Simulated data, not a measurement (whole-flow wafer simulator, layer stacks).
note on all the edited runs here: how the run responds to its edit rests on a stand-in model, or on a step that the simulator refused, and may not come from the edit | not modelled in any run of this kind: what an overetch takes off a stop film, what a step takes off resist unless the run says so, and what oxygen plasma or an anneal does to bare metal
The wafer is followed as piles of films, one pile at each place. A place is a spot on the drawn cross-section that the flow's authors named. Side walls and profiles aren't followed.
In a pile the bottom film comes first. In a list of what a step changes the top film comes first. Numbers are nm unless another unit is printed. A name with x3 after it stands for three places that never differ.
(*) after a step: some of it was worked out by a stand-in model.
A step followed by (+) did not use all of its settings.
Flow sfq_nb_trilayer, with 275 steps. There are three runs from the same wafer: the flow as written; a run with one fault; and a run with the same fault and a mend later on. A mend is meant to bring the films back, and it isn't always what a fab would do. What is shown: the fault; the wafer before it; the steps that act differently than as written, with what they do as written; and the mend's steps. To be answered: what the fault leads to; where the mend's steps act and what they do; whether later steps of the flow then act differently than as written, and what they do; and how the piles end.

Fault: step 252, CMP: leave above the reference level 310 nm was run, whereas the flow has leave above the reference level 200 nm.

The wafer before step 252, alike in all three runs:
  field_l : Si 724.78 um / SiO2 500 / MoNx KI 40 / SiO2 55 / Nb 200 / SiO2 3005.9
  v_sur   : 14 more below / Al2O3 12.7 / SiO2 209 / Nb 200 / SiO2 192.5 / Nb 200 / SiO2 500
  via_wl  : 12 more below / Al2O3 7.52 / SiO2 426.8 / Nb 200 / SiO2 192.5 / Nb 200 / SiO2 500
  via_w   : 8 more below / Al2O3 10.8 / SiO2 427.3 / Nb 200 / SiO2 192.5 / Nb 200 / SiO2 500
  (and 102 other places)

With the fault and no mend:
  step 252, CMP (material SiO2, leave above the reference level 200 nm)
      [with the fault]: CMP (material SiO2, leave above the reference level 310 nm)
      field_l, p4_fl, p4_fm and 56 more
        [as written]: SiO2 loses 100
        [with the fault]: nothing
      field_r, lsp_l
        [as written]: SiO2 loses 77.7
        [with the fault]: nothing
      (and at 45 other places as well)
  Later steps of the flow acting differently than as written (5 other steps are not shown; they differ only slightly, by no more than 2% or 0.5 nm, whichever is larger):
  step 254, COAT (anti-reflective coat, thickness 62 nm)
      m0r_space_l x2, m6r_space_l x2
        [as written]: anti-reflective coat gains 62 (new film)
        [with the fault]: anti-reflective coat gains 63.4 (new film)
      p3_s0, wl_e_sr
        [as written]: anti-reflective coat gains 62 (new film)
        [with the fault]: anti-reflective coat gains 63.3 (new film)
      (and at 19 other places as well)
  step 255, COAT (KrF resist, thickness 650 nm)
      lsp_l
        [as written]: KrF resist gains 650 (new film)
        [with the fault]: KrF resist gains 664 (new film)
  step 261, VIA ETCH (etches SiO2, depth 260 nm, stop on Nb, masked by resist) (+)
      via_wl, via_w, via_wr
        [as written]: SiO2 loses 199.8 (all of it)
        [with the fault]: SiO2 loses 260
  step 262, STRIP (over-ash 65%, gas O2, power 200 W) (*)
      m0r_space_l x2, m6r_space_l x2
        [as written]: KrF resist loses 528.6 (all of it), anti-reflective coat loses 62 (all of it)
        [with the fault]: KrF resist loses 530.1 (all of it), anti-reflective coat loses 63.4 (all of it)
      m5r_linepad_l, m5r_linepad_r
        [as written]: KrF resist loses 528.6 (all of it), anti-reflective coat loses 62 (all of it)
        [with the fault]: KrF resist loses 527.1 (all of it), anti-reflective coat loses 66.4 (all of it)
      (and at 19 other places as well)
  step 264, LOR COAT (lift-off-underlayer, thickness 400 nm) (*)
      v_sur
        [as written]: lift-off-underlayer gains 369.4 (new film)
        [with the fault]: lift-off-underlayer gains 359 (new film)
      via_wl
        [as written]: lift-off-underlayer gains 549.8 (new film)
        [with the fault]: lift-off-underlayer gains 591.5 (new film)
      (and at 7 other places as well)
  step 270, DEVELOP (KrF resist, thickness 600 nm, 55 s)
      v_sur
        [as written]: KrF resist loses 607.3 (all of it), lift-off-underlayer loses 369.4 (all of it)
        [with the fault]: KrF resist loses 607.3 (all of it), lift-off-underlayer loses 359 (all of it)
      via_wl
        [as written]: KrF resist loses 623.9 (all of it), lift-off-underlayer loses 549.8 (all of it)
        [with the fault]: KrF resist loses 631.2 (all of it), lift-off-underlayer loses 591.5 (all of it)
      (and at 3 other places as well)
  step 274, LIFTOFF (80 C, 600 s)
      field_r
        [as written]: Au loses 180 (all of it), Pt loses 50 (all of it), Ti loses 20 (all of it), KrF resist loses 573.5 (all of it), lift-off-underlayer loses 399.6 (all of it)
        [with the fault]: Au loses 180 (all of it), Pt loses 50 (all of it), Ti loses 20 (all of it), KrF resist loses 576.9 (all of it), lift-off-underlayer loses 420.1 (all of it)
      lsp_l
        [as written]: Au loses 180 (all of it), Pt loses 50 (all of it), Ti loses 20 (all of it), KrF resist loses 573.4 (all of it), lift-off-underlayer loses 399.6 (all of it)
        [with the fault]: Au loses 180 (all of it), Pt loses 50 (all of it), Ti loses 20 (all of it), KrF resist loses 577.7 (all of it), lift-off-underlayer loses 419 (all of it)
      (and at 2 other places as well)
  By the end, the piles at field_l, v_sur, via_wl and 103 more depart from the flow's by more than 2% or 0.5 nm, whichever is larger.
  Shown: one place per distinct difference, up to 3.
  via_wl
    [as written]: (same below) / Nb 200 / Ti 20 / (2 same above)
    [with the fault]: (same below) / Nb 200 / SiO2 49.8 / Ti 20 / (2 same above)
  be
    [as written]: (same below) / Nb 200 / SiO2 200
    [with the fault]: (same below) / Nb 200 / SiO2 310
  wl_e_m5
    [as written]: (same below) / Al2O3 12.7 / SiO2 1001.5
    [with the fault]: (same below) / Al2O3 12.7 / SiO2 1101.5

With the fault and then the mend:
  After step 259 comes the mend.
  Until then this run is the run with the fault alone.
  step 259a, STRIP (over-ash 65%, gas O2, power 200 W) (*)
      wire, be, gap, jj_sur, ce_l, c5j
        KrF resist loses 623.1 (all of it), anti-reflective coat loses 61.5 (all of it)
      p4_w1, p3_s3, p3_l4, p3_s4
        KrF resist loses 625.4 (all of it), anti-reflective coat loses 62.1 (all of it)
      p4_w2, p4_g2, p4_w3, p4_fr
        KrF resist loses 625.2 (all of it), anti-reflective coat loses 62 (all of it)
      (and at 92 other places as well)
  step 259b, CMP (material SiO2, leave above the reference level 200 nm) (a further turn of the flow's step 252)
      field_l, p4_fl, p4_fm and 56 more
        SiO2 loses 100
      v_sur, via_wl, via_w and 40 more
        SiO2 loses 110
      field_r, lsp_l
        SiO2 loses 77.7
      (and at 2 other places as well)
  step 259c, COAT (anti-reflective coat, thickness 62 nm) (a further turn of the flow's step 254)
      field_l, v_sur, via_wl and 103 more
        anti-reflective coat gains 62 (new film)
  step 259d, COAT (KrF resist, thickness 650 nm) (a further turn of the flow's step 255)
      field_l, v_sur, via_wl and 103 more
        KrF resist gains 650 (new film)
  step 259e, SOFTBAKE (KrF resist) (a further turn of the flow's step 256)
      leaves every film unchanged at each place that is followed
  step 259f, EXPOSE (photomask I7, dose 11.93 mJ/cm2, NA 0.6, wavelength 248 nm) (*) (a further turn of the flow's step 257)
      leaves every film unchanged at each place that is followed
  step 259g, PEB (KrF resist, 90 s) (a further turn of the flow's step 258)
      field_l, v_sur, via_wl and 103 more
        KrF resist loses 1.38
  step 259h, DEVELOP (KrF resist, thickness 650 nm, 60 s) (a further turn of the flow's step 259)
      field_l, v_sur, via_sp and 100 more
        KrF resist loses 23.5
      via_wl, via_w, via_wr
        KrF resist loses 648.6 (all of it)
  Later steps of the flow that are run all act as written at every place that is followed.
  The piles end the same as the flow's at every place that both follow.
